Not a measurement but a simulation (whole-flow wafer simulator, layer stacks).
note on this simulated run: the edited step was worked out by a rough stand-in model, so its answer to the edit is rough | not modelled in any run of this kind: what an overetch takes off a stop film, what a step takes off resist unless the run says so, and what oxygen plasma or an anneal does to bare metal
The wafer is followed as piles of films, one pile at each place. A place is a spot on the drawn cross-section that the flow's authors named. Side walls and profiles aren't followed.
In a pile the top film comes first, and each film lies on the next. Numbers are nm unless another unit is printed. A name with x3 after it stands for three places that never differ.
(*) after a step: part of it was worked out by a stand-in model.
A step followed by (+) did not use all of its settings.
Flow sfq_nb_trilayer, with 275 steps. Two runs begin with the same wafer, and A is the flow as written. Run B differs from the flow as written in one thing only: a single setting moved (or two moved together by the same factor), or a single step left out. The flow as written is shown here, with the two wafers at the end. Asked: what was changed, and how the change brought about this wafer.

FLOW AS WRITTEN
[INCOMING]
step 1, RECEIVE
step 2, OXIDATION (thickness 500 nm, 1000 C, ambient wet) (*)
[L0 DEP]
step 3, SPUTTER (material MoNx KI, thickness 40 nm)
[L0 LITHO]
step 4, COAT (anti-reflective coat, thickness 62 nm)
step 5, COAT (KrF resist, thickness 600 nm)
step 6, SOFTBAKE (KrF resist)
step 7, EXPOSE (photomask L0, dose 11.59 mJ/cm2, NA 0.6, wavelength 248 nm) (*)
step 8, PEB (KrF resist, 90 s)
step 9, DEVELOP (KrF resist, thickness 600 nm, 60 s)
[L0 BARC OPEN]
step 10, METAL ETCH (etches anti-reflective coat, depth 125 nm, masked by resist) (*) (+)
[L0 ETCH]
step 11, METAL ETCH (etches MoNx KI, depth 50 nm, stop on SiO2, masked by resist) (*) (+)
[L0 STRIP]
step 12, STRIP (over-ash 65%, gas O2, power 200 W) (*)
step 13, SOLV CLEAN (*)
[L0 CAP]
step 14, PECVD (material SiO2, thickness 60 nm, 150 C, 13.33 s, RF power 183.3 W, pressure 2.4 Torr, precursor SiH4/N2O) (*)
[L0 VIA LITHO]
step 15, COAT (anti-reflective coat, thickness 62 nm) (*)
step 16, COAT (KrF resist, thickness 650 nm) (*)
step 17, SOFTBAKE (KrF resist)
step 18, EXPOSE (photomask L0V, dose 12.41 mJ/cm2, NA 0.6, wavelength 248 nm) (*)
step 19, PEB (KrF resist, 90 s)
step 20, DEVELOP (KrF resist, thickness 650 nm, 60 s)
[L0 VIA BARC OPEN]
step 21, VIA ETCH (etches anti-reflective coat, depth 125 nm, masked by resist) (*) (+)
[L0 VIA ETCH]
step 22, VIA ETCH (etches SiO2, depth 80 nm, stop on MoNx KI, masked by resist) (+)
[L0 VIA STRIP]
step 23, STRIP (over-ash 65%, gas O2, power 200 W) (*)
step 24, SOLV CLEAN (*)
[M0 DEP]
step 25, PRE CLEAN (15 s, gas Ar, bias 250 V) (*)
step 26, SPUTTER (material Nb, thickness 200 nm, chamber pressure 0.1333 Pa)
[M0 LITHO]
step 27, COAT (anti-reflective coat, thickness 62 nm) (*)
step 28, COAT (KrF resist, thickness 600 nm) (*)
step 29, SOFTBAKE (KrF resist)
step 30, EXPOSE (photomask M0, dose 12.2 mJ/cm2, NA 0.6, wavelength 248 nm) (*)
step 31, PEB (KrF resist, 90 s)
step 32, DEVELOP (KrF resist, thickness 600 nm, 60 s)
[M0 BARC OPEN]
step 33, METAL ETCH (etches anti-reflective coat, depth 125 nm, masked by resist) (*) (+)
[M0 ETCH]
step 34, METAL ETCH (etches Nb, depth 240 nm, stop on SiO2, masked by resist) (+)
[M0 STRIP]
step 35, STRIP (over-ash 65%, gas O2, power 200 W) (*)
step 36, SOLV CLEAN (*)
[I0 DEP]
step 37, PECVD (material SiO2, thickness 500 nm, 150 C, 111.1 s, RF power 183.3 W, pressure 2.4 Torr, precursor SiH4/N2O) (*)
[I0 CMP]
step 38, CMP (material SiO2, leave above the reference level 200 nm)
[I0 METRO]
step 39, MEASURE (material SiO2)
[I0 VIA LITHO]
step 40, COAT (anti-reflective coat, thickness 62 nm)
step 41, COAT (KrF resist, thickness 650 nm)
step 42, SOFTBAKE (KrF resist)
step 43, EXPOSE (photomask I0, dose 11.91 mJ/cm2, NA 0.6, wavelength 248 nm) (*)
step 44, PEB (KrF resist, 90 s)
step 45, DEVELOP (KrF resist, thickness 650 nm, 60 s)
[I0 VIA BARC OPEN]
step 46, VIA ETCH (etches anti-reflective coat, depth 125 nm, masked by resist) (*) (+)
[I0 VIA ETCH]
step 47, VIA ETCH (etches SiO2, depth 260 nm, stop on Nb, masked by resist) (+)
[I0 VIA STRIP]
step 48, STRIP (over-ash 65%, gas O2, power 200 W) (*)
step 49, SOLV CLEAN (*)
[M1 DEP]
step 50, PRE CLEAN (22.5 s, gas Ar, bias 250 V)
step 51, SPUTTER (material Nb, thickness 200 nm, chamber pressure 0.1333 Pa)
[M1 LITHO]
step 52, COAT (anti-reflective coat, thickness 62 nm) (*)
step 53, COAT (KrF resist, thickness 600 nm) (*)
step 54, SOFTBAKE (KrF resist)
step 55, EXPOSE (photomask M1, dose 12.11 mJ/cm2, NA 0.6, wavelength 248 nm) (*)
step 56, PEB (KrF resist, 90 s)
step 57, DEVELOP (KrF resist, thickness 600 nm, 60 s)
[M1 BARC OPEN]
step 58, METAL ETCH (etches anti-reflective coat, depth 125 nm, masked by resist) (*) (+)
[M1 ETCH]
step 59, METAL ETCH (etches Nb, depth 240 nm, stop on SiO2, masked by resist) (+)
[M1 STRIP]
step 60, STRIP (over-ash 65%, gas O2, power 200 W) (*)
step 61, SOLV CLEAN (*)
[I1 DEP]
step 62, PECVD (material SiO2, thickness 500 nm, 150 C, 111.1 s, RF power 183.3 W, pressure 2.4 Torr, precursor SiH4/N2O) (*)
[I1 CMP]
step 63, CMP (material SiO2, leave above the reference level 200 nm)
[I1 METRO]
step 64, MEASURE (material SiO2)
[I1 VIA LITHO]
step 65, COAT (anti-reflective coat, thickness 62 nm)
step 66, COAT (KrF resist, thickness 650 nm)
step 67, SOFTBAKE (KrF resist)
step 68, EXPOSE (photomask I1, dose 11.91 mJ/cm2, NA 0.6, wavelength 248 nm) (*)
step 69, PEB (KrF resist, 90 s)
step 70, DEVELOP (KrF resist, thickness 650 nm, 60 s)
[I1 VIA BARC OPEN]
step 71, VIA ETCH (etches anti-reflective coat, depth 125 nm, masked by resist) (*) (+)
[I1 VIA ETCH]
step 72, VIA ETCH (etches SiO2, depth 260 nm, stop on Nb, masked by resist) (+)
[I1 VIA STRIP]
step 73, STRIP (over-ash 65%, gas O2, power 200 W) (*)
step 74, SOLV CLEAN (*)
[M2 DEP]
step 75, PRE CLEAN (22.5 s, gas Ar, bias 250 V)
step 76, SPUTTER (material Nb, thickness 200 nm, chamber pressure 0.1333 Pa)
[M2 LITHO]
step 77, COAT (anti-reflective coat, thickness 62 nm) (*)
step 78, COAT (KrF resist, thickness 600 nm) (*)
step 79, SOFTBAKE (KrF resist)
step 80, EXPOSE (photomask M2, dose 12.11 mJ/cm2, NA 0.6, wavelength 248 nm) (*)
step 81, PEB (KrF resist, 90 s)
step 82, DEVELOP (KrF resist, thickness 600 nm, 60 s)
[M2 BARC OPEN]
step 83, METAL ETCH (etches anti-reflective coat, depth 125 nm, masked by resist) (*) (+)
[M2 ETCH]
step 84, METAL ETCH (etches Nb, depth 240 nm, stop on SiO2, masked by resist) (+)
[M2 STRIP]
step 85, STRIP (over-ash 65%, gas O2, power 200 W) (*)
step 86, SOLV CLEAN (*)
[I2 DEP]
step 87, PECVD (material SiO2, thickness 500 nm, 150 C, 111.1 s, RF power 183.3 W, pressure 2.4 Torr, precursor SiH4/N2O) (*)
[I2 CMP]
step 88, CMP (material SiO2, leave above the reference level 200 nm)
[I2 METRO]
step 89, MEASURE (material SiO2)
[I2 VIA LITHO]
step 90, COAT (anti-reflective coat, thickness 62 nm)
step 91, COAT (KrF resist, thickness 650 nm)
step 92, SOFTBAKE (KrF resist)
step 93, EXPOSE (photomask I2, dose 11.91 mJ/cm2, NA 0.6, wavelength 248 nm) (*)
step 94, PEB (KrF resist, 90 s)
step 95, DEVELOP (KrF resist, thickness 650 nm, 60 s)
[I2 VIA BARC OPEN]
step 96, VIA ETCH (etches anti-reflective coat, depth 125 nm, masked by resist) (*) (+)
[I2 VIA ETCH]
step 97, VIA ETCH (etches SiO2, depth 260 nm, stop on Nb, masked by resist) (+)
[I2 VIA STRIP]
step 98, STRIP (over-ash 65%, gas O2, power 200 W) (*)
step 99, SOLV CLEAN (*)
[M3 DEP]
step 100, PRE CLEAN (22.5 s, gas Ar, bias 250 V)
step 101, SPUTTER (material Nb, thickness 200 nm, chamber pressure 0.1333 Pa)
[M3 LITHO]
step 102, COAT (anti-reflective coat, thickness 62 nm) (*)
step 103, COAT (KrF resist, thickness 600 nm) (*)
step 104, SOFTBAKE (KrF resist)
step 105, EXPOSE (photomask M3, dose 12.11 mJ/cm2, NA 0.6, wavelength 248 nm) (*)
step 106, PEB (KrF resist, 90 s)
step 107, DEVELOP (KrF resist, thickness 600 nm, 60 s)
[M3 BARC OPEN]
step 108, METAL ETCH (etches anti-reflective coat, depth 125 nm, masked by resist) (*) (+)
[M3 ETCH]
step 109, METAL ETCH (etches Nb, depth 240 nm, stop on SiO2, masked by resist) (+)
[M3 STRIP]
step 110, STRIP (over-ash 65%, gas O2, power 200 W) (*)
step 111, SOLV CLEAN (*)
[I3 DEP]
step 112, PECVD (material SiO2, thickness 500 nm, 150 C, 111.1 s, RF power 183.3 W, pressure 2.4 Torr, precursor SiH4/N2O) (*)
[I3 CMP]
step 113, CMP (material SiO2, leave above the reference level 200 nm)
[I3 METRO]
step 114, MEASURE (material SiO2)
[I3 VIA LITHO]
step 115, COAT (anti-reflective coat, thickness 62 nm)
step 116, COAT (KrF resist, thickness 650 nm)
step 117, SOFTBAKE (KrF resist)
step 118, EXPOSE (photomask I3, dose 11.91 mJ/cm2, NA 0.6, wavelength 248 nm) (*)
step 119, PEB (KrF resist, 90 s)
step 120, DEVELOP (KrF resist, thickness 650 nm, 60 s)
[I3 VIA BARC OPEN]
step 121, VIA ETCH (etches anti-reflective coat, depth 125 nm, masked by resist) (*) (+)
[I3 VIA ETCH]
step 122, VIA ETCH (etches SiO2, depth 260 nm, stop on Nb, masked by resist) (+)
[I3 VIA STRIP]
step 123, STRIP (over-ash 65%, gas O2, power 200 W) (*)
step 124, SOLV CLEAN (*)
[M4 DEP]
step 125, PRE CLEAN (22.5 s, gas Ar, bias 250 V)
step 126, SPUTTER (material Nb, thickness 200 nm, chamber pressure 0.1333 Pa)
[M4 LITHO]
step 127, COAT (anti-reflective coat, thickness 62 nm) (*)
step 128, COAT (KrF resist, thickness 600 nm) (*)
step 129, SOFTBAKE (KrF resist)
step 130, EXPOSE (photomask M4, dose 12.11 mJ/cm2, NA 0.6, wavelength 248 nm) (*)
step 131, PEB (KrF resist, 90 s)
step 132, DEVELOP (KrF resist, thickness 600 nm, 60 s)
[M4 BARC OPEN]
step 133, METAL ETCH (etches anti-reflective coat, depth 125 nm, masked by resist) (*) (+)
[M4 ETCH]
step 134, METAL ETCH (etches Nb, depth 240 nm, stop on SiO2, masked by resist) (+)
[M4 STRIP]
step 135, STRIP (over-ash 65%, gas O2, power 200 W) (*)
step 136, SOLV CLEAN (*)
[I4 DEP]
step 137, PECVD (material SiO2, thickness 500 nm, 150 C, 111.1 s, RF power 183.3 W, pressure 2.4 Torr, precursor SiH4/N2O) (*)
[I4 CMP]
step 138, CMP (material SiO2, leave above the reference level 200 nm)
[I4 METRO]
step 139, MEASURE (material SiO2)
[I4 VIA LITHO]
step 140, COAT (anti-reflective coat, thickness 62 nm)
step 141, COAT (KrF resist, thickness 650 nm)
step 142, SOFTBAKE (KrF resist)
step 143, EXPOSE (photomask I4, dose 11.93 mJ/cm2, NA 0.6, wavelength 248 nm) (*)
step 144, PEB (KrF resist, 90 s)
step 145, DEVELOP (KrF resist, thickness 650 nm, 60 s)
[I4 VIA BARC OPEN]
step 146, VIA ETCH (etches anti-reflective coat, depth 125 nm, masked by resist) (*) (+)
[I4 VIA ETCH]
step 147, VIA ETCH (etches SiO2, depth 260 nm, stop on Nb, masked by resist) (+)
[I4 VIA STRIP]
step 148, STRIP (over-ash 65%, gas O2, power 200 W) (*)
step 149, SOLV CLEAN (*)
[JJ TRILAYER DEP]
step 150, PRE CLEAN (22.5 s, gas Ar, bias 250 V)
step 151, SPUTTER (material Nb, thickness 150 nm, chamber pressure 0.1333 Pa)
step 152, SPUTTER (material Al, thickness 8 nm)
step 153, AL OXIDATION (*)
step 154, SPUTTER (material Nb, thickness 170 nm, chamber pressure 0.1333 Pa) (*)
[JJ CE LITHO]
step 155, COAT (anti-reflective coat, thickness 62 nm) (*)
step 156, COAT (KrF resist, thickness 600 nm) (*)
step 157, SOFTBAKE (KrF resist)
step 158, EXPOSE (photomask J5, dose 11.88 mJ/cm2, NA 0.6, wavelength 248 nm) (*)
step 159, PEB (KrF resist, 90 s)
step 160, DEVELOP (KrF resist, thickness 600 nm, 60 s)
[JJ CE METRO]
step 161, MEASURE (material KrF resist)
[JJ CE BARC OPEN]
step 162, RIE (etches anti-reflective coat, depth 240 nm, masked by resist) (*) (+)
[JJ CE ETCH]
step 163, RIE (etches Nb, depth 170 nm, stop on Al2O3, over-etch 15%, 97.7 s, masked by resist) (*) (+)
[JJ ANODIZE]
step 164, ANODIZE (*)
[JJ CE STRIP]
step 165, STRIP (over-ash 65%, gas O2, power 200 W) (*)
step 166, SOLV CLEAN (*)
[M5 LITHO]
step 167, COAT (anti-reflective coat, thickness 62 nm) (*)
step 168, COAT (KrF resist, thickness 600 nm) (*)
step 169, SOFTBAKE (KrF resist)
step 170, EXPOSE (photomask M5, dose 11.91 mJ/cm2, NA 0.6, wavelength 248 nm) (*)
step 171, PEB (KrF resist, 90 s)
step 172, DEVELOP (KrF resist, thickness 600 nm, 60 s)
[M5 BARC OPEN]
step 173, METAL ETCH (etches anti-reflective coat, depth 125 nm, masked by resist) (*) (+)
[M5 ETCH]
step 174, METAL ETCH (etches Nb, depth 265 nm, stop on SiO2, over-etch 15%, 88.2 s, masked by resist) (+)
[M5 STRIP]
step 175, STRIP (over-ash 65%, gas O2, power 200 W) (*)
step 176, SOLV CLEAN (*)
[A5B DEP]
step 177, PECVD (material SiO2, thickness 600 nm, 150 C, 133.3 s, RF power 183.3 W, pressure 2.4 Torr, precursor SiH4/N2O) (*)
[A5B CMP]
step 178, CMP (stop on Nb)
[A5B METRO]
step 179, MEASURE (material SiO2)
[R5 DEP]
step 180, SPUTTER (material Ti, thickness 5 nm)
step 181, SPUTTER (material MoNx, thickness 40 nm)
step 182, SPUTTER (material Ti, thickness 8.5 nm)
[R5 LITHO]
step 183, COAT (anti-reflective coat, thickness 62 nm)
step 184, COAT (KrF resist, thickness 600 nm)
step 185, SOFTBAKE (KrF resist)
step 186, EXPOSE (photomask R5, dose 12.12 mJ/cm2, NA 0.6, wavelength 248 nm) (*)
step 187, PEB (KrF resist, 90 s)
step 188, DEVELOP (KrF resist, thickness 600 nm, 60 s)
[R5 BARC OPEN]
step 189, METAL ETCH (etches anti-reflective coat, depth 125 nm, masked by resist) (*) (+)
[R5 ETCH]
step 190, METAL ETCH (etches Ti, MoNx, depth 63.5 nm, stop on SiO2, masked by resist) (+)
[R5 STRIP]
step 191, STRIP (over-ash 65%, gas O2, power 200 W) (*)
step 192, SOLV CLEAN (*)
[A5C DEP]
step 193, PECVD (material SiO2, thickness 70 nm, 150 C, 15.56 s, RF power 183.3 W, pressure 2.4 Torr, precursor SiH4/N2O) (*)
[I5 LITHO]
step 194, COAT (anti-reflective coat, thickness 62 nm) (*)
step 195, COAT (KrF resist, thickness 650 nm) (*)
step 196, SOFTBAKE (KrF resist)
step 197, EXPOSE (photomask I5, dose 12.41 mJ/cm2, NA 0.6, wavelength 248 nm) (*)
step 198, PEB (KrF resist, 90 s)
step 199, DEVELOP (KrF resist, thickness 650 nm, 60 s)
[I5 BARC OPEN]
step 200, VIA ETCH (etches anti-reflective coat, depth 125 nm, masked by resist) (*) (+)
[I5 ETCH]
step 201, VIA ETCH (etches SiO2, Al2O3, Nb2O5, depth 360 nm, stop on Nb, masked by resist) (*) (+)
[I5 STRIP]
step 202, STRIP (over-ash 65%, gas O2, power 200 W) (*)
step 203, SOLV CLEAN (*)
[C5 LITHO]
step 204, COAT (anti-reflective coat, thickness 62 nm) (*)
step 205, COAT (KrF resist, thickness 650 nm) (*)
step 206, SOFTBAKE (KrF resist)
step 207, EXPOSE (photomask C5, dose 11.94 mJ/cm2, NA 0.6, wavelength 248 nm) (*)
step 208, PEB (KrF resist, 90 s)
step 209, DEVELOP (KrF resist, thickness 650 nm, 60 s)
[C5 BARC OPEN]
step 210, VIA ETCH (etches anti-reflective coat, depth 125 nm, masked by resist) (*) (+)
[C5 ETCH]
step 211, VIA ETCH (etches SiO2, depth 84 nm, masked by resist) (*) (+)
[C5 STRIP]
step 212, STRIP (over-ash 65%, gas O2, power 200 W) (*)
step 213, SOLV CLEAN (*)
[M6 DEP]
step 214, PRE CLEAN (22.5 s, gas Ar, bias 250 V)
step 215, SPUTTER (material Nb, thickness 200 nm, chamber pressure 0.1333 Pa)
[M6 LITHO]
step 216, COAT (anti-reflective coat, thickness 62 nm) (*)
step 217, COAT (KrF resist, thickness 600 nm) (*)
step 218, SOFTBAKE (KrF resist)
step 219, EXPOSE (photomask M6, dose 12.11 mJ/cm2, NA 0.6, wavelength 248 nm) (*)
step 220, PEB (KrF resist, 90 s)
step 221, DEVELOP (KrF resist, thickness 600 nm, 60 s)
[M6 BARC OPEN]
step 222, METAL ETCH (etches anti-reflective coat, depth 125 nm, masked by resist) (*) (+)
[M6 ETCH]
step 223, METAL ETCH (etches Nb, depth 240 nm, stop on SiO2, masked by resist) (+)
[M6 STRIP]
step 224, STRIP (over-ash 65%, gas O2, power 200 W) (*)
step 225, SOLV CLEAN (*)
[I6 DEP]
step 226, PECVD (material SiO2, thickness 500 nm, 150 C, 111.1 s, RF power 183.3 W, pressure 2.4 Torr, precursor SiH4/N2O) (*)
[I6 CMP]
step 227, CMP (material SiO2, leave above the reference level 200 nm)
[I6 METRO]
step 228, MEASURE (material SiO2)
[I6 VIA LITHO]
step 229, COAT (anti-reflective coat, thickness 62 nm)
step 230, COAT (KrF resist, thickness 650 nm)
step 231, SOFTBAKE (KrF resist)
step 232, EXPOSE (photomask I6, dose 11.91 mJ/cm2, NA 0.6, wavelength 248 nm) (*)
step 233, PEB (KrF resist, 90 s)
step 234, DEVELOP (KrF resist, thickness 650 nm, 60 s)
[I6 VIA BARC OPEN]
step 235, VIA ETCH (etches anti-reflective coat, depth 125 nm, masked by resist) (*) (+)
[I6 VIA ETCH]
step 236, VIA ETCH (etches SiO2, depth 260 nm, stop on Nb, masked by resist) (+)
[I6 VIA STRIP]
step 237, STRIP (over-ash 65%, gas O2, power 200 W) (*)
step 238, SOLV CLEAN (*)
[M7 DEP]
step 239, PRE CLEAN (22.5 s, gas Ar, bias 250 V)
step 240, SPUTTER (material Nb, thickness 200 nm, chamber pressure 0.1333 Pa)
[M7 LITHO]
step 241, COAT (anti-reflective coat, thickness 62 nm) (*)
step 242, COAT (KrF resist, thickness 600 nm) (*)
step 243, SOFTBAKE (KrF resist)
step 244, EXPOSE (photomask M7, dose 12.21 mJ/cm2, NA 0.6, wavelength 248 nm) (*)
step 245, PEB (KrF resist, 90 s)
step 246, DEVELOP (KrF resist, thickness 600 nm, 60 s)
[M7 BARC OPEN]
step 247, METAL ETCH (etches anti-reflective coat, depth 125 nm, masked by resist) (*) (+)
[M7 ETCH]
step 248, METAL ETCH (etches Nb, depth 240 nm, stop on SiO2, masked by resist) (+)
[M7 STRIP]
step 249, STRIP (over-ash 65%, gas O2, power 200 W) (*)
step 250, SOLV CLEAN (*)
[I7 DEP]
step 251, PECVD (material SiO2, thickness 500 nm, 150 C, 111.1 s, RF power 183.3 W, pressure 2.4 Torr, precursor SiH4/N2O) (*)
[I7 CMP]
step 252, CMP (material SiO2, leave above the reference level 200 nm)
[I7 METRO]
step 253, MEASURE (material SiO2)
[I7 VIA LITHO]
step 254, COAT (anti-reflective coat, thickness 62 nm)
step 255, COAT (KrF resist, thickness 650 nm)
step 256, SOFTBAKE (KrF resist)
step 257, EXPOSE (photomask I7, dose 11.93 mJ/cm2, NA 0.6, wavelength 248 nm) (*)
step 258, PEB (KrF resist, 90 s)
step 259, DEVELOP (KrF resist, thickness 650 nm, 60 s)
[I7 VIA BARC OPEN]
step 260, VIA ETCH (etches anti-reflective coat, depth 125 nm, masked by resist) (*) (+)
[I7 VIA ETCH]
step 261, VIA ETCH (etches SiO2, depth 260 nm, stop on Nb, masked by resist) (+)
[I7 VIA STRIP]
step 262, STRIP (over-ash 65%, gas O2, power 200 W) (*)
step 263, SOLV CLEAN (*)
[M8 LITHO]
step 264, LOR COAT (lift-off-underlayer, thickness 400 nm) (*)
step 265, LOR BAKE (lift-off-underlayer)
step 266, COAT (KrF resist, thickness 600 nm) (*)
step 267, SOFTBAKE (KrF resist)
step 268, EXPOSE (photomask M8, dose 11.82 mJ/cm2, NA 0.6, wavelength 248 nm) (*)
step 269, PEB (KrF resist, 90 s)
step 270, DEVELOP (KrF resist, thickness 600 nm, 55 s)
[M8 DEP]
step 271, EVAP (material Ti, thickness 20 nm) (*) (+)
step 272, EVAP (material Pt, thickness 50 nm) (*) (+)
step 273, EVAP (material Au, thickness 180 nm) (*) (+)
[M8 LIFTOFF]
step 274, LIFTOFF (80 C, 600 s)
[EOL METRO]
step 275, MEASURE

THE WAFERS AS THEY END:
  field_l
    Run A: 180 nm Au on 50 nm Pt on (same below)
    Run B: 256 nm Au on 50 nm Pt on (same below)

What caused this: step 273, EVAP: thickness 256 nm was run, though the flow has thickness 180 nm.
One can read it off the wafer: field_l has Au 256, and step 273 as written asks for 180 nm.

Step by step, how the change led to this:
  step 273, EVAP (material Au, thickness 180 nm) (*) (+)
      field_l, v_sur, via_wl and 103 more: A Au gains 180 (new film) | B Au gains 256 (new film)
  step 274, LIFTOFF (80 C, 600 s)
      p4_fl, p4_fm, p4_w1 and 71 more: A Au loses 180 (all of it), Pt loses 50 (all of it), Ti loses 20 (all of it), KrF resist loses 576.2 (all of it), lift-off-underlayer loses 400 (all of it) | B Au loses 256 (all of it), Pt loses 50 (all of it), Ti loses 20 (all of it), KrF resist loses 576.2 (all of it), lift-off-underlayer loses 400 (all of it)
      c5j, ce_r: A Au loses 180 (all of it), Pt loses 50 (all of it), Ti loses 20 (all of it), KrF resist loses 573.3 (all of it), lift-off-underlayer loses 399.3 (all of it) | B Au loses 256 (all of it), Pt loses 50 (all of it), Ti loses 20 (all of it), KrF resist loses 573.3 (all of it), lift-off-underlayer loses 399.3 (all of it)
      (and at 19 other places as well)
